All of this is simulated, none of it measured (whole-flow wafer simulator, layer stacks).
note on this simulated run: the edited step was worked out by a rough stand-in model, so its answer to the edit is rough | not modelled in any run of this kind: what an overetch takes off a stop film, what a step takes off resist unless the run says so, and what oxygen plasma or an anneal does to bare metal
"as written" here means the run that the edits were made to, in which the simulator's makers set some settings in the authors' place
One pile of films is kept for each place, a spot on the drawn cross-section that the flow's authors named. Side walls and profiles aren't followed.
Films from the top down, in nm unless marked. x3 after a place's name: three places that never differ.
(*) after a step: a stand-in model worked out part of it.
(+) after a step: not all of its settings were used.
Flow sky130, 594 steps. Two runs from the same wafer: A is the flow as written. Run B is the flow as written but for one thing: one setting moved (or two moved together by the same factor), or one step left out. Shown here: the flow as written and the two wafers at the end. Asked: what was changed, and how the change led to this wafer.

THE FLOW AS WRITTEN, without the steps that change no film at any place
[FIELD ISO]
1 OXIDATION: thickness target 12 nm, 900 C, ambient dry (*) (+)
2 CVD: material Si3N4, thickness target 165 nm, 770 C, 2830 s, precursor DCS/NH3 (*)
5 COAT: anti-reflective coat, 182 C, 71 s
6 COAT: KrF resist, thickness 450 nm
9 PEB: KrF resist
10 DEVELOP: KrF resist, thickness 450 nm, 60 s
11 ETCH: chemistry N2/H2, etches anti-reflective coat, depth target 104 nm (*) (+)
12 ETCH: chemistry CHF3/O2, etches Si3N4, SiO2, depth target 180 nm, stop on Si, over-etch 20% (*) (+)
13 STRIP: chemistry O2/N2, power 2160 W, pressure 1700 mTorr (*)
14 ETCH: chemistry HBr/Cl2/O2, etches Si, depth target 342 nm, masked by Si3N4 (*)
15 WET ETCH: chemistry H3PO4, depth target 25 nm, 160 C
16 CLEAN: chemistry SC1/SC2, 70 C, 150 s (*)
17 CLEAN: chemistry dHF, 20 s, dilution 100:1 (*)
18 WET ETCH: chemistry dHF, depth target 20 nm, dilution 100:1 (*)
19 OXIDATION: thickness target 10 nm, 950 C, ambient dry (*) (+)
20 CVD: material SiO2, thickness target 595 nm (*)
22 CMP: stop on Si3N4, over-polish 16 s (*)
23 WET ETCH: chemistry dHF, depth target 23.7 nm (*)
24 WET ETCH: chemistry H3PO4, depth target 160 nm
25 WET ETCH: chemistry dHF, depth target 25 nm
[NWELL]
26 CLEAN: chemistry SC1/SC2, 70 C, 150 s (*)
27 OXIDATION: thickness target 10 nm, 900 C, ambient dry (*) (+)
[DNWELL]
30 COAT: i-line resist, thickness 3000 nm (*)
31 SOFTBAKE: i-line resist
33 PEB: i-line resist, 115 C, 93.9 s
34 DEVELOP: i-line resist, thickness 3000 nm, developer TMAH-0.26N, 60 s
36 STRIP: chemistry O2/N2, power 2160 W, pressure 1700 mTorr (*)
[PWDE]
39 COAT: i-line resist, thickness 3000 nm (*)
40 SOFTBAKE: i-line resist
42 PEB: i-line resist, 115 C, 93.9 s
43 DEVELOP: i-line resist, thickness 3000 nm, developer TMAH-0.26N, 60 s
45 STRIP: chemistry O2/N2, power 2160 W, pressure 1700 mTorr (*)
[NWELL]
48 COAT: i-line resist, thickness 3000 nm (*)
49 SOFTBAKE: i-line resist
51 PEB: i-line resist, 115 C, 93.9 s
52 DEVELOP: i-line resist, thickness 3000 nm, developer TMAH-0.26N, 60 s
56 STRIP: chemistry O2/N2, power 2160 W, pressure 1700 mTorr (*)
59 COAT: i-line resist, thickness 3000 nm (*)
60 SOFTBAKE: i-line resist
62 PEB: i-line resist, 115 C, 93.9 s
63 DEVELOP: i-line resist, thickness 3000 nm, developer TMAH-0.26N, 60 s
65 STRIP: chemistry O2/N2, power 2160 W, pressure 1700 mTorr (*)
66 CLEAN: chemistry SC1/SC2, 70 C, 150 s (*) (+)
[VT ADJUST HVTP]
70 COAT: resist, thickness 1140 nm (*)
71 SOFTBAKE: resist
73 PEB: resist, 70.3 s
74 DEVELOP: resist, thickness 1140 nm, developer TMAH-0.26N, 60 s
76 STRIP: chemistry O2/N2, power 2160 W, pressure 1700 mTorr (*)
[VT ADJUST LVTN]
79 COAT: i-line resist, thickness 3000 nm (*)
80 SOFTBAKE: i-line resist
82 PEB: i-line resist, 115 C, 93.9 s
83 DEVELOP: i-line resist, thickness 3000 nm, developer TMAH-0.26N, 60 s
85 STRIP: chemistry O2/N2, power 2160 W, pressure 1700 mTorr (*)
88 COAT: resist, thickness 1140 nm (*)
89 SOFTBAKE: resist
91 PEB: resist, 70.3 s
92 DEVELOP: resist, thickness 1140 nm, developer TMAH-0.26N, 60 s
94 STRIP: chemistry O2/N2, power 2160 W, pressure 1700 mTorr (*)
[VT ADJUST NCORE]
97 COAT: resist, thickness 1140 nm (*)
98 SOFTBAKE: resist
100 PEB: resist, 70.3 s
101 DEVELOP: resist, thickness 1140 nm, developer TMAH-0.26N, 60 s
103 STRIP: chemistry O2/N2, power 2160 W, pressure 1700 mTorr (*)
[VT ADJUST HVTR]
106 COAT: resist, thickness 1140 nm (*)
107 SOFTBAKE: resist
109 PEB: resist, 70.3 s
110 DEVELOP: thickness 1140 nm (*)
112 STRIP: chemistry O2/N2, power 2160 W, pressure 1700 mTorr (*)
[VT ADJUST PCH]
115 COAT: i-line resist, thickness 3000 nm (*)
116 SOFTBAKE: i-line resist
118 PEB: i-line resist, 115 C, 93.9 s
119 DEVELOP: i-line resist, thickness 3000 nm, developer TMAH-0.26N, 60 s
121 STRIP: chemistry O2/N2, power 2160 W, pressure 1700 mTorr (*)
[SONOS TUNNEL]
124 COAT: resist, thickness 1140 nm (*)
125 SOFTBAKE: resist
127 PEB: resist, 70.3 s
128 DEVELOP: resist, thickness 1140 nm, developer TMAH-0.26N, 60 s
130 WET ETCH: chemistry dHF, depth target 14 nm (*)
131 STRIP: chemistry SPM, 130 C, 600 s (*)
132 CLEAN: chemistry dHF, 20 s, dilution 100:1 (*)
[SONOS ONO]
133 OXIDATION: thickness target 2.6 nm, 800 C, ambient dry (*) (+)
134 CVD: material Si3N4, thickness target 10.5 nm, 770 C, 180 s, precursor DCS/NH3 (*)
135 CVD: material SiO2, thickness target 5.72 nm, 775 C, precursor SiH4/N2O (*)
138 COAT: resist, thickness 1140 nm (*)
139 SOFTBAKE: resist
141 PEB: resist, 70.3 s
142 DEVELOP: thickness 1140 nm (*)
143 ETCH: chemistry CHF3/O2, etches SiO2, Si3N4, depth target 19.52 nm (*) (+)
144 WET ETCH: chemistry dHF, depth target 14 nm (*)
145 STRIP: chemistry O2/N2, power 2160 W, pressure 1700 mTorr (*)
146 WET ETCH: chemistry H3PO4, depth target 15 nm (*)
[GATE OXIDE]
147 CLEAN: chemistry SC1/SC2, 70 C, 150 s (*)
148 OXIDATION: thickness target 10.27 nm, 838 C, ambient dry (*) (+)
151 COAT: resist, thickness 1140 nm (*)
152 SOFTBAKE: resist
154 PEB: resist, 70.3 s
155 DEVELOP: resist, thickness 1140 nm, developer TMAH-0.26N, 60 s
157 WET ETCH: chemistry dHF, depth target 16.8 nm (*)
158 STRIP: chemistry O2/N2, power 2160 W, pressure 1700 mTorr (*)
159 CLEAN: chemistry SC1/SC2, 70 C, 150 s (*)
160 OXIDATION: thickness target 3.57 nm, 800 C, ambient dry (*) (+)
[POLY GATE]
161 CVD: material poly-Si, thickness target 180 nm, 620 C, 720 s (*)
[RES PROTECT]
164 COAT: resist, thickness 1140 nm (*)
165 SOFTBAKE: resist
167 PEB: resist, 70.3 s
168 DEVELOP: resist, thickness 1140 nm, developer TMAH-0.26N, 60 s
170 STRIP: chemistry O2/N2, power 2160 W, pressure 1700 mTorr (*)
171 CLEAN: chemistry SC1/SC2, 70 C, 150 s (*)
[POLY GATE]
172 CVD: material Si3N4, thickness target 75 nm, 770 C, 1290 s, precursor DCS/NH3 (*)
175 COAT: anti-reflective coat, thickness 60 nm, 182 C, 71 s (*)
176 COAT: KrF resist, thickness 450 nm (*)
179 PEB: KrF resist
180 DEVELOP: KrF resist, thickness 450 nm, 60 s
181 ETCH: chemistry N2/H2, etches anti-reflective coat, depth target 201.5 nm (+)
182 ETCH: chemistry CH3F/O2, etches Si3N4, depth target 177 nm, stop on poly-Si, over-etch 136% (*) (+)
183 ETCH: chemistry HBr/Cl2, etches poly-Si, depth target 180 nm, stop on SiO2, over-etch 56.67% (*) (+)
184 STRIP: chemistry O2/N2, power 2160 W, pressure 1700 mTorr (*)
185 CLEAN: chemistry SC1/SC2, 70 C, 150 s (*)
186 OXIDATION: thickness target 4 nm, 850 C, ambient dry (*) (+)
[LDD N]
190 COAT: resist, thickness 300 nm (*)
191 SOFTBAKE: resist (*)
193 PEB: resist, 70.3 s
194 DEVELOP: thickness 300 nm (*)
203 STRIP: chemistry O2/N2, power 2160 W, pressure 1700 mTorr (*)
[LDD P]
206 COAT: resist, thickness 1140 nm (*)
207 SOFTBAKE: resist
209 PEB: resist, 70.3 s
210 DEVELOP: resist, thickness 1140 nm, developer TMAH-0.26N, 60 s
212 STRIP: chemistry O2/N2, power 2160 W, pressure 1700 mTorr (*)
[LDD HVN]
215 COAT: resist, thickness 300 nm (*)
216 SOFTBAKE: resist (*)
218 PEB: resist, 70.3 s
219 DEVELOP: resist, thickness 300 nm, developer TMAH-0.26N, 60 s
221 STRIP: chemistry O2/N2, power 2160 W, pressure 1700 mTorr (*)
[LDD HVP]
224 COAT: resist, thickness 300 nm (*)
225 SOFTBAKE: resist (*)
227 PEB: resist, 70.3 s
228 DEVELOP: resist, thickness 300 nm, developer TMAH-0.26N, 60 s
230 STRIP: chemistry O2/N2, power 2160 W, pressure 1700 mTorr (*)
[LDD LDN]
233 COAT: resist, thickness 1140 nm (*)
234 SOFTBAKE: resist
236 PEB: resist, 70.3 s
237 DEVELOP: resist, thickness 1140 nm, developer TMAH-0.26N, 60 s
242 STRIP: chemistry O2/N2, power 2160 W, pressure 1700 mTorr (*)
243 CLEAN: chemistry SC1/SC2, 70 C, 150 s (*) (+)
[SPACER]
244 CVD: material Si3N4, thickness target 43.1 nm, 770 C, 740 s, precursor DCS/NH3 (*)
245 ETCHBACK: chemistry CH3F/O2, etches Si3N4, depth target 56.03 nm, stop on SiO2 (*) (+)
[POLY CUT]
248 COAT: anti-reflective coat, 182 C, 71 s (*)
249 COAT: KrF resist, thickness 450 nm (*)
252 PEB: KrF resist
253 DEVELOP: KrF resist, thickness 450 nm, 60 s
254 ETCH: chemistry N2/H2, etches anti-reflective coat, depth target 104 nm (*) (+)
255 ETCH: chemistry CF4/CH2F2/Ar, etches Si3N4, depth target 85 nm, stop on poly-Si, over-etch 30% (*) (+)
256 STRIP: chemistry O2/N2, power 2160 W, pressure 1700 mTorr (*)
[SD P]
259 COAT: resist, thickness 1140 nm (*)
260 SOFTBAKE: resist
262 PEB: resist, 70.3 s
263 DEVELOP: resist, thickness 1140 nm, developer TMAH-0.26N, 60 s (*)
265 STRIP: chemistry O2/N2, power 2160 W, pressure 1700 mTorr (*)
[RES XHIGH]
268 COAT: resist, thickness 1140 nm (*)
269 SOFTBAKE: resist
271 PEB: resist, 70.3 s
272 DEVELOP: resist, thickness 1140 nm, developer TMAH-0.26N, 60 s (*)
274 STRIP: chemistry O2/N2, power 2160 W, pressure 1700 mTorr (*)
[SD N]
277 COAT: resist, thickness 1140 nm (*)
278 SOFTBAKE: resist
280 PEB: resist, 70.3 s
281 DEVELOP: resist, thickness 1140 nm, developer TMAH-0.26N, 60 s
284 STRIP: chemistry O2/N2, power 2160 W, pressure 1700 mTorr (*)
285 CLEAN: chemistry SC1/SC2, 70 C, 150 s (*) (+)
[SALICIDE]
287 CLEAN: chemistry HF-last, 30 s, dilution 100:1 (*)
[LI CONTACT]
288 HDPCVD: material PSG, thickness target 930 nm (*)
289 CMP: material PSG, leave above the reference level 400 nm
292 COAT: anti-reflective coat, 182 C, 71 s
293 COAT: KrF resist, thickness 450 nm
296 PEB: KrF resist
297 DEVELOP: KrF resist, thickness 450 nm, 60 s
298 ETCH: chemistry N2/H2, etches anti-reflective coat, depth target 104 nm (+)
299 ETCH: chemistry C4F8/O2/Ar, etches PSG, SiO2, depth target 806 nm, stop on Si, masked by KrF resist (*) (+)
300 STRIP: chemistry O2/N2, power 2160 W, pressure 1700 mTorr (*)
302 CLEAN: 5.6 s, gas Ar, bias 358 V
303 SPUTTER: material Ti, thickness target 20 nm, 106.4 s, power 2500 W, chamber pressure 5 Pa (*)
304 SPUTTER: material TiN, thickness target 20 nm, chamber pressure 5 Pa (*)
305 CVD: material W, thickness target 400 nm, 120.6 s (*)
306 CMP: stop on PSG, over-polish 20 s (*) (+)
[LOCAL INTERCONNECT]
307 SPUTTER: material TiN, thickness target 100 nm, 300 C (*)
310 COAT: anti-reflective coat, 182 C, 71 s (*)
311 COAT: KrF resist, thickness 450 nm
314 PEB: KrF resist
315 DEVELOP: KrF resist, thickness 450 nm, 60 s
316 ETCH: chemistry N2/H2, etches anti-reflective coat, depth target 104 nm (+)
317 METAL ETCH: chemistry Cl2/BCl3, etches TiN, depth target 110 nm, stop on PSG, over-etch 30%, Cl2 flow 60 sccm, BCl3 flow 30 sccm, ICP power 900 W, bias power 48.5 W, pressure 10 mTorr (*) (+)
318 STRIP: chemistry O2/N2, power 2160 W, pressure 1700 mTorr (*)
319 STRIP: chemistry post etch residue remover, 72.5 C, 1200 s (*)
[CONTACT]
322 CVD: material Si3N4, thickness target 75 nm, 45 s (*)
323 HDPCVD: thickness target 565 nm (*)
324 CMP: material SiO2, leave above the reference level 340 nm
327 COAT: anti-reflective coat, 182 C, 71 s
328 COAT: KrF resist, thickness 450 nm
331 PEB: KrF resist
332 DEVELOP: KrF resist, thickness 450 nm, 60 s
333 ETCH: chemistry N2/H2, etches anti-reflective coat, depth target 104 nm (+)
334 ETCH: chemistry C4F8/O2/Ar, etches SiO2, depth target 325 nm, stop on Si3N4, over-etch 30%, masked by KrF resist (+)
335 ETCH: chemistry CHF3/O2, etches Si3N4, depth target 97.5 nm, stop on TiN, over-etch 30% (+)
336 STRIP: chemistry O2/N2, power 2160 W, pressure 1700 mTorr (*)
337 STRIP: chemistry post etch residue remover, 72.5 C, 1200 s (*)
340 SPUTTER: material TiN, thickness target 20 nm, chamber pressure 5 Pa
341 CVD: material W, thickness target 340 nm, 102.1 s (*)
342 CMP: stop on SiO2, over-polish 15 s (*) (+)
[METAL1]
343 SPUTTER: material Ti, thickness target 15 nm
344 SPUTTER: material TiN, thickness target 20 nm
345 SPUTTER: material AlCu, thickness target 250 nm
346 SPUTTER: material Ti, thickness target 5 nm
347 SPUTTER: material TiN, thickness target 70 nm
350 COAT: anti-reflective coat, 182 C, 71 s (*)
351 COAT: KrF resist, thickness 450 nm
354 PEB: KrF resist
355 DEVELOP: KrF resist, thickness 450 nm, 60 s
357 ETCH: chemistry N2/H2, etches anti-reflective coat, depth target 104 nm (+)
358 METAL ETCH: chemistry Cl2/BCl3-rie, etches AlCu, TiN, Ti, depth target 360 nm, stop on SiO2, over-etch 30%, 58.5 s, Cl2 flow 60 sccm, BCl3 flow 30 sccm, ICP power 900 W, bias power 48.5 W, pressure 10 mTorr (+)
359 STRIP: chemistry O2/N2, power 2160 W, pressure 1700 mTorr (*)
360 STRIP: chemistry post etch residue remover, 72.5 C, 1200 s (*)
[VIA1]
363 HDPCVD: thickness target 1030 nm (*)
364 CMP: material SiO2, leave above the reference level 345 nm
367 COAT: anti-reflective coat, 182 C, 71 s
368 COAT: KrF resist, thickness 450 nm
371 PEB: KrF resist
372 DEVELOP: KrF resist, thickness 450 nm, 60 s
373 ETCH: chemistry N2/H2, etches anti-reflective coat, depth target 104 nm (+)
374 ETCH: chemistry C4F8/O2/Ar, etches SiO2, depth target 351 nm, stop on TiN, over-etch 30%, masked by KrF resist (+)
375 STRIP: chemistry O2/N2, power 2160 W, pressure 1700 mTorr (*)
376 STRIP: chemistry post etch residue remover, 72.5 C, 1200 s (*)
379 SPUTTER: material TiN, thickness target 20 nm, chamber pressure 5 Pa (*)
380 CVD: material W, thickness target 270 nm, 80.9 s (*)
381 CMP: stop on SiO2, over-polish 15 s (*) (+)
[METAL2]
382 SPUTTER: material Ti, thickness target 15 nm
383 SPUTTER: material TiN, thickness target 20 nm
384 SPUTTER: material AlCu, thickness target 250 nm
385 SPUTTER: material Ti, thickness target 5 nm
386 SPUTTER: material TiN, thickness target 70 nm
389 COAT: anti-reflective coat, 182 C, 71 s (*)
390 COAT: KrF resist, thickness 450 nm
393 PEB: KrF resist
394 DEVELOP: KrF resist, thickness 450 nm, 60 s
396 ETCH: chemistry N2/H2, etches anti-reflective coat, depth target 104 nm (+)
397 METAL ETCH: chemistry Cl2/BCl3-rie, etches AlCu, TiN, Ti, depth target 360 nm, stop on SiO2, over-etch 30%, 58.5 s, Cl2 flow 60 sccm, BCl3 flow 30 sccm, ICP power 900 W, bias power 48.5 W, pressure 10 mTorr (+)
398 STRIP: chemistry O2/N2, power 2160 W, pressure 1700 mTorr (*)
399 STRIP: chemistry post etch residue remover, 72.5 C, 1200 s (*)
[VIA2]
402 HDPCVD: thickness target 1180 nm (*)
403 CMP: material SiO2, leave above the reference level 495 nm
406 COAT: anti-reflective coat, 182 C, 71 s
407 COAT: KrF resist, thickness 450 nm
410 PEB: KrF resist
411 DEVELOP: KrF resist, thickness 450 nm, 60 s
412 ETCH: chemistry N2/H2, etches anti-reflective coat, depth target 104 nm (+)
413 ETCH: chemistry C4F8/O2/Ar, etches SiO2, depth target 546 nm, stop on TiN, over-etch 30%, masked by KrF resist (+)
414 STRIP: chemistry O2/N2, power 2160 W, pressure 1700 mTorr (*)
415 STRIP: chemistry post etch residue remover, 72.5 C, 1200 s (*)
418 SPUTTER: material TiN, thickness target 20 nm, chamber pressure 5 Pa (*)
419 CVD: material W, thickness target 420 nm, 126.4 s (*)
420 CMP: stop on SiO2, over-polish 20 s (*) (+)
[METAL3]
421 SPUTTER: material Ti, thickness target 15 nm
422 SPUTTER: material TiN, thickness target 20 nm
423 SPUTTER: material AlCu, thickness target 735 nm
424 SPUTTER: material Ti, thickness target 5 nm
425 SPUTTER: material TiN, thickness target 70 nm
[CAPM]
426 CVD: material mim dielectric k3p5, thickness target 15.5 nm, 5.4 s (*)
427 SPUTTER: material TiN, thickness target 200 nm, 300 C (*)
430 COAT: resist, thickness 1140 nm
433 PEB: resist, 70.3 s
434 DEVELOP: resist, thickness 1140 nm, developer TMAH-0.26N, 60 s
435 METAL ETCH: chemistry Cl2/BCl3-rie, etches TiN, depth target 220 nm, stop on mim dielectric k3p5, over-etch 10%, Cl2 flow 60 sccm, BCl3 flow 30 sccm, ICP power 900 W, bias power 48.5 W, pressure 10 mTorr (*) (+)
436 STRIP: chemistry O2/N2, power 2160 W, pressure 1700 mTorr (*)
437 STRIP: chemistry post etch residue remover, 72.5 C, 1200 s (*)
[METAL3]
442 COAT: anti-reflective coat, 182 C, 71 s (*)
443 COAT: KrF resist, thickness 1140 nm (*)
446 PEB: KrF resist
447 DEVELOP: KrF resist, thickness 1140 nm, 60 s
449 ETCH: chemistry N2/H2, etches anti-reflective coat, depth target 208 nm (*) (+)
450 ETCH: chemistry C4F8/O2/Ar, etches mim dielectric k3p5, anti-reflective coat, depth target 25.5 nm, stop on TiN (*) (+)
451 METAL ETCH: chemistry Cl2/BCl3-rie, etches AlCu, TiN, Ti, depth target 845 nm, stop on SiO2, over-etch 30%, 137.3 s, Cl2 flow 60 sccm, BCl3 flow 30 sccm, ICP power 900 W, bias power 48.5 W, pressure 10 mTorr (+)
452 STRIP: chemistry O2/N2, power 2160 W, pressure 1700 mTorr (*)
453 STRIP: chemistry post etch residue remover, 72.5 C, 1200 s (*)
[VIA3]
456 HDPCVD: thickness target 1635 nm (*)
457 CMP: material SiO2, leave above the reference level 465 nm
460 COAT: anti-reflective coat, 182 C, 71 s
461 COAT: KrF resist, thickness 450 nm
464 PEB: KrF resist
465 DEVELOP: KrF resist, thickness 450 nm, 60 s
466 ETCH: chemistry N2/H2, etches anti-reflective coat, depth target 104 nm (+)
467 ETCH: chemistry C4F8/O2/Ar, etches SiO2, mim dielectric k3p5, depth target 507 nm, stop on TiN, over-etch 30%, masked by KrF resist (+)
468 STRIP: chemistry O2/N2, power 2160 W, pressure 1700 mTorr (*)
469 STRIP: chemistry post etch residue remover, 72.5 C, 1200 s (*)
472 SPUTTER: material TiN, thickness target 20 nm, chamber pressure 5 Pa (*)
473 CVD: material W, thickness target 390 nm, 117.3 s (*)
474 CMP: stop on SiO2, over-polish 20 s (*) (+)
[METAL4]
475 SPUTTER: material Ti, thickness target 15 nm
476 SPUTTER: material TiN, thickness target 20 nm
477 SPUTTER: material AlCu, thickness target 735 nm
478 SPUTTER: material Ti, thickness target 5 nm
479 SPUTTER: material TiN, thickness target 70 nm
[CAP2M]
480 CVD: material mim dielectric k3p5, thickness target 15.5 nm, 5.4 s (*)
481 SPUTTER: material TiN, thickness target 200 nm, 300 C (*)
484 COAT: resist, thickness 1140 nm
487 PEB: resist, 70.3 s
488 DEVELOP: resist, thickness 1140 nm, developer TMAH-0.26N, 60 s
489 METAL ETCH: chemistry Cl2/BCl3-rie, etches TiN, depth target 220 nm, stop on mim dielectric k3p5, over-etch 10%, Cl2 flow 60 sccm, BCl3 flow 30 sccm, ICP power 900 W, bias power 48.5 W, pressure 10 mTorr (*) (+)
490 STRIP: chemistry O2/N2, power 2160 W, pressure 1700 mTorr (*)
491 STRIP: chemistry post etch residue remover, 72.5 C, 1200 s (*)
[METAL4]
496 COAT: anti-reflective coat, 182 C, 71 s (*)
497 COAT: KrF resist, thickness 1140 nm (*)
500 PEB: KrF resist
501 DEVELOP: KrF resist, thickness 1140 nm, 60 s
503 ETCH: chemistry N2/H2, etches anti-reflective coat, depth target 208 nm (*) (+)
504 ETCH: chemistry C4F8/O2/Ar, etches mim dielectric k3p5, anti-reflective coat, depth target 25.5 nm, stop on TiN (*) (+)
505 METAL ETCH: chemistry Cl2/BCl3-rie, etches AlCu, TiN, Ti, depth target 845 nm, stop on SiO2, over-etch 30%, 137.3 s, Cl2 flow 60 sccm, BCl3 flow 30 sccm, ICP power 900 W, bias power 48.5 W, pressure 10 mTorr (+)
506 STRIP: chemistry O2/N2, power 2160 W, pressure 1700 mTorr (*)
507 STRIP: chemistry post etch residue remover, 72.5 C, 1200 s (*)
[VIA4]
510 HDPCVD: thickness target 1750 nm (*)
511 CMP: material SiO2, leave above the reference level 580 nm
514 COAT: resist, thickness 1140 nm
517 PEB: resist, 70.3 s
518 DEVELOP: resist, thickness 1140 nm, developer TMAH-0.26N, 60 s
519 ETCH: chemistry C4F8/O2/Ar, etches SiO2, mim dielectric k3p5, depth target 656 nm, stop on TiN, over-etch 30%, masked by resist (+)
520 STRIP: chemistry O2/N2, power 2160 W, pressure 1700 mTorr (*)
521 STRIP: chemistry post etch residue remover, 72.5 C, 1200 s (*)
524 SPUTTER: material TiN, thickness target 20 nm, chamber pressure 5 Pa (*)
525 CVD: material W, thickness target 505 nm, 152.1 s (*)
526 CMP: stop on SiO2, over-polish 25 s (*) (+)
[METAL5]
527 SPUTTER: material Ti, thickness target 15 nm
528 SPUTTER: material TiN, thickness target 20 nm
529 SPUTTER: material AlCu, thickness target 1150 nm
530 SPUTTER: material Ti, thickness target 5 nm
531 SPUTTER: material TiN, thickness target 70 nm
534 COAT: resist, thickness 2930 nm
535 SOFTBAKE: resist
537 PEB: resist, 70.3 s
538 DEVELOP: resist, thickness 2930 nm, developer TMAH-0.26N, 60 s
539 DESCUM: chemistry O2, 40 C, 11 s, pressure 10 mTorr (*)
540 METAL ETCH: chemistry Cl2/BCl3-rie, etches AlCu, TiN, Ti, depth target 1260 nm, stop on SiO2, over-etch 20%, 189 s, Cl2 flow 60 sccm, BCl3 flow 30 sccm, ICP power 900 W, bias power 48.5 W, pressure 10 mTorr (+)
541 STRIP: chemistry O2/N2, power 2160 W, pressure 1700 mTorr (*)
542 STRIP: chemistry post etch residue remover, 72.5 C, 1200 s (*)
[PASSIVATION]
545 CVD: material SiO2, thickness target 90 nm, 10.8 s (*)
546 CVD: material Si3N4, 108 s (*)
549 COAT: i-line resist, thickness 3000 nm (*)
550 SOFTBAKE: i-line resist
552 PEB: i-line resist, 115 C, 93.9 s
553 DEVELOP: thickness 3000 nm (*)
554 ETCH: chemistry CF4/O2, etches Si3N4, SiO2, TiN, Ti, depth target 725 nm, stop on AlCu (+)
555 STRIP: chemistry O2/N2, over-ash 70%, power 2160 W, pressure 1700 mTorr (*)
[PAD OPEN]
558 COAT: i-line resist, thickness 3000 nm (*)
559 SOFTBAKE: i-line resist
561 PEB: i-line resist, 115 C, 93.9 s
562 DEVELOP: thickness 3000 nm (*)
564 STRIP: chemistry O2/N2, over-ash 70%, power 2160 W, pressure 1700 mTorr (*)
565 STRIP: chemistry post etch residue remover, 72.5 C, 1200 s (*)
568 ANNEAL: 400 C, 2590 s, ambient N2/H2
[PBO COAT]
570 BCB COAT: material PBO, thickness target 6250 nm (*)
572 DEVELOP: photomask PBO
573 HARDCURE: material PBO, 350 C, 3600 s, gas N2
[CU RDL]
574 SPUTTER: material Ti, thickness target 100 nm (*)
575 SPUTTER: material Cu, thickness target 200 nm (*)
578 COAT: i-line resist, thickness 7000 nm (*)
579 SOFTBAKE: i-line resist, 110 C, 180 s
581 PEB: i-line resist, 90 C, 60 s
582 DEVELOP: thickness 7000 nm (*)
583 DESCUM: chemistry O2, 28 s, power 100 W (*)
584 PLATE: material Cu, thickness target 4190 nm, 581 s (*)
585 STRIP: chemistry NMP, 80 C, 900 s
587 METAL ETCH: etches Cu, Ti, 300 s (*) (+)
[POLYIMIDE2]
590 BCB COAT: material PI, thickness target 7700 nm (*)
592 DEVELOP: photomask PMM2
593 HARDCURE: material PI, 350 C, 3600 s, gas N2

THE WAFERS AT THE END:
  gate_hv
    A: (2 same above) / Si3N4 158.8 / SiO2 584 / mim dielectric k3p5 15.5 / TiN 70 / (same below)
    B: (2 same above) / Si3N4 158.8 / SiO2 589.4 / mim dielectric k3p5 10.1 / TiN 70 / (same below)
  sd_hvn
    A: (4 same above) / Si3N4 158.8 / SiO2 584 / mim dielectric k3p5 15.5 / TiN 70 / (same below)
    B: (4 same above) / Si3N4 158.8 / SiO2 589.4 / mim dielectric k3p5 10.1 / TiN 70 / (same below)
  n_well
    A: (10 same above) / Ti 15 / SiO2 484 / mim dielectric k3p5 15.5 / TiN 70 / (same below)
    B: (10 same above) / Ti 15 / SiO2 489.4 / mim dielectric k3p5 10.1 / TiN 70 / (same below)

The cause: step 480, CVD: thickness target 10.1 nm was run, where the flow has thickness target 15.5 nm; step 480, CVD: 3.51 s was run, where the flow has 5.4 s.
It can be read off the wafer: gate_hv has mim dielectric k3p5 10.1, and step 480 as written asks for 15.5 nm.

How the change led to this, step by step:
  480 CVD: material mim dielectric k3p5, thickness target 15.5 nm, 5.4 s (*)
      field, active, n_well and 189 more: A mim dielectric k3p5 +15.5 (new film) | B mim dielectric k3p5 +10.1 (new film)
  504 ETCH: chemistry C4F8/O2/Ar, etches mim dielectric k3p5, anti-reflective coat, depth target 25.5 nm, stop on TiN (*) (+)
      n_well, p_well, gate_hv and 102 more: A KrF resist -15.5 | B KrF resist -10.1
      field, active, gate and 85 more: A mim dielectric k3p5 -15.5 (all of it) | B mim dielectric k3p5 -10.1 (all of it)
  519 ETCH: chemistry C4F8/O2/Ar, etches SiO2, mim dielectric k3p5, depth target 656 nm, stop on TiN, over-etch 30%, masked by resist (+)
      m1: A SiO2 -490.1 (all of it), mim dielectric k3p5 -15.5 (all of it) | B SiO2 -495.5 (all of it), mim dielectric k3p5 -10.1 (all of it)
      via4_hole: A SiO2 -489.5 (all of it), mim dielectric k3p5 -15.5 (all of it) | B SiO2 -494.9 (all of it), mim dielectric k3p5 -10.1 (all of it)
